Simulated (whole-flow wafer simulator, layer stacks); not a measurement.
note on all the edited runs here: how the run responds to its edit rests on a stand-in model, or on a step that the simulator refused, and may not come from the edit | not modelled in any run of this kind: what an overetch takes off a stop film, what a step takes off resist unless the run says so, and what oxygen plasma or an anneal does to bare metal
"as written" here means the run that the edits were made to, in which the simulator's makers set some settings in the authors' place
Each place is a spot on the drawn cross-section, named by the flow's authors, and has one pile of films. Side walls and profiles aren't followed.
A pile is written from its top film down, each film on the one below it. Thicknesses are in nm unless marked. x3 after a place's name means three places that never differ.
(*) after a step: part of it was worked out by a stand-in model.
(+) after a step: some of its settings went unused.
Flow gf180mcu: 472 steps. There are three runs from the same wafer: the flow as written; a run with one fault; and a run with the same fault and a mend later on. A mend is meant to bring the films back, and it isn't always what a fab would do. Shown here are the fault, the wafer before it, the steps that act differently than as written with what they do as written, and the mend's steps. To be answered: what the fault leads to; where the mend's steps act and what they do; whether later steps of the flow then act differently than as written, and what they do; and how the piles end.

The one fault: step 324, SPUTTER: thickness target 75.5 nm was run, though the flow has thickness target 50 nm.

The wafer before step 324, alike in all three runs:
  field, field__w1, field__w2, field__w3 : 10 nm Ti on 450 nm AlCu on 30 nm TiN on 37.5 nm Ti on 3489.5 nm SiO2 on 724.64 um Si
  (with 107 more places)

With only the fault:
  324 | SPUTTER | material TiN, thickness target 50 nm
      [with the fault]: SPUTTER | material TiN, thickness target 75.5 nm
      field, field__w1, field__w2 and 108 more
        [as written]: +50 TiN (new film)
        [with the fault]: +75.5 TiN (new film)
  Steps later in the flow that act otherwise than as written (3 more steps, not shown, differ only slightly: by at most 2% or 0.5 nm, whichever is larger):
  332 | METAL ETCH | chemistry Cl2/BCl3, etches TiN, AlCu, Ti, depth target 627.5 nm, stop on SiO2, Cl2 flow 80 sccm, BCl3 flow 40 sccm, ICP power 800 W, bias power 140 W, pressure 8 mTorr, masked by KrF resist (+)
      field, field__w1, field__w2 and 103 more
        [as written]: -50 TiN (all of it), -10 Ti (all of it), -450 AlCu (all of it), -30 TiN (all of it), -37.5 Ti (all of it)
        [with the fault]: -75.5 TiN (all of it), -10 Ti (all of it), -450 AlCu (all of it), -30 TiN (all of it), -37.5 Ti (all of it)
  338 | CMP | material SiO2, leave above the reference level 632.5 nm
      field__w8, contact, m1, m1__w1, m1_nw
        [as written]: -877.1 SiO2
        [with the fault]: -902.6 SiO2
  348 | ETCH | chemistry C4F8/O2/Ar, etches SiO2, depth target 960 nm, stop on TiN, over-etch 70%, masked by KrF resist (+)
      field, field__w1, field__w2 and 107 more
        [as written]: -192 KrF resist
        [with the fault]: -186 KrF resist
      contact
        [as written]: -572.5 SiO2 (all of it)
        [with the fault]: -547 SiO2 (all of it)
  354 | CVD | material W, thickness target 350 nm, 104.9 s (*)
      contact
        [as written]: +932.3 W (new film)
        [with the fault]: +906.5 W (new film)
  At field__w8, contact, m1, m1__w1, m1_nw, the piles at the end differ from the flow's by more than 2% or 0.5 nm, whichever is larger.
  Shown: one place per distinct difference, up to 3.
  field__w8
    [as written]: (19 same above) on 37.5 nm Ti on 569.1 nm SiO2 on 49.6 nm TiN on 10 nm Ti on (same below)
    [with the fault]: (19 same above) on 37.5 nm Ti on 543.6 nm SiO2 on 75.1 nm TiN on 10 nm Ti on (same below)
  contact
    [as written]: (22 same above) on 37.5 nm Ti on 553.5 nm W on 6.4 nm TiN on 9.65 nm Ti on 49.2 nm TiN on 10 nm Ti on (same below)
    [with the fault]: (22 same above) on 37.5 nm Ti on 527.8 nm W on 6.5 nm TiN on 9.8 nm Ti on 74.7 nm TiN on 10 nm Ti on (same below)

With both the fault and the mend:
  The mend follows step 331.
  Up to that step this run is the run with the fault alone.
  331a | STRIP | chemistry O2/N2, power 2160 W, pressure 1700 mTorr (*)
      field__w8, contact, m1, m1__w1, m1_nw
        -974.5 KrF resist (all of it)
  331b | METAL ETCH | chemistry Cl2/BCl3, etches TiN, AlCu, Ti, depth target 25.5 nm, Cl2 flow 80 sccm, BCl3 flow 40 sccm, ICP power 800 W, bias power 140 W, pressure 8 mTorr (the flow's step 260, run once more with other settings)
      field, field__w1, field__w2 and 108 more
        -25.5 TiN
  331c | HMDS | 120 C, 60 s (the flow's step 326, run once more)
      does not change any film at any place that is followed
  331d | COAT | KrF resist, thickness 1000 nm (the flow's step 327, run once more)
      field, field__w1, field__w2 and 108 more
        +1000 KrF resist (new film)
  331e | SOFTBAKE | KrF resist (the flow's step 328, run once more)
      does not change any film at any place that is followed
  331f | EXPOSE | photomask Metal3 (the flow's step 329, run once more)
      does not change any film at any place that is followed
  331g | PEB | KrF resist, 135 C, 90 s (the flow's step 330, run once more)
      field, field__w1, field__w2 and 108 more
        -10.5 KrF resist
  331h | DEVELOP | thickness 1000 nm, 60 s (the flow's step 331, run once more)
      field, field__w1, field__w2 and 103 more
        -989.5 KrF resist (all of it)
      field__w8, contact, m1, m1__w1, m1_nw
        -14.9 KrF resist
  Later steps of the flow that are run all act as written at every place that is followed.
  At every place that both follow, the piles at the end match the flow's.
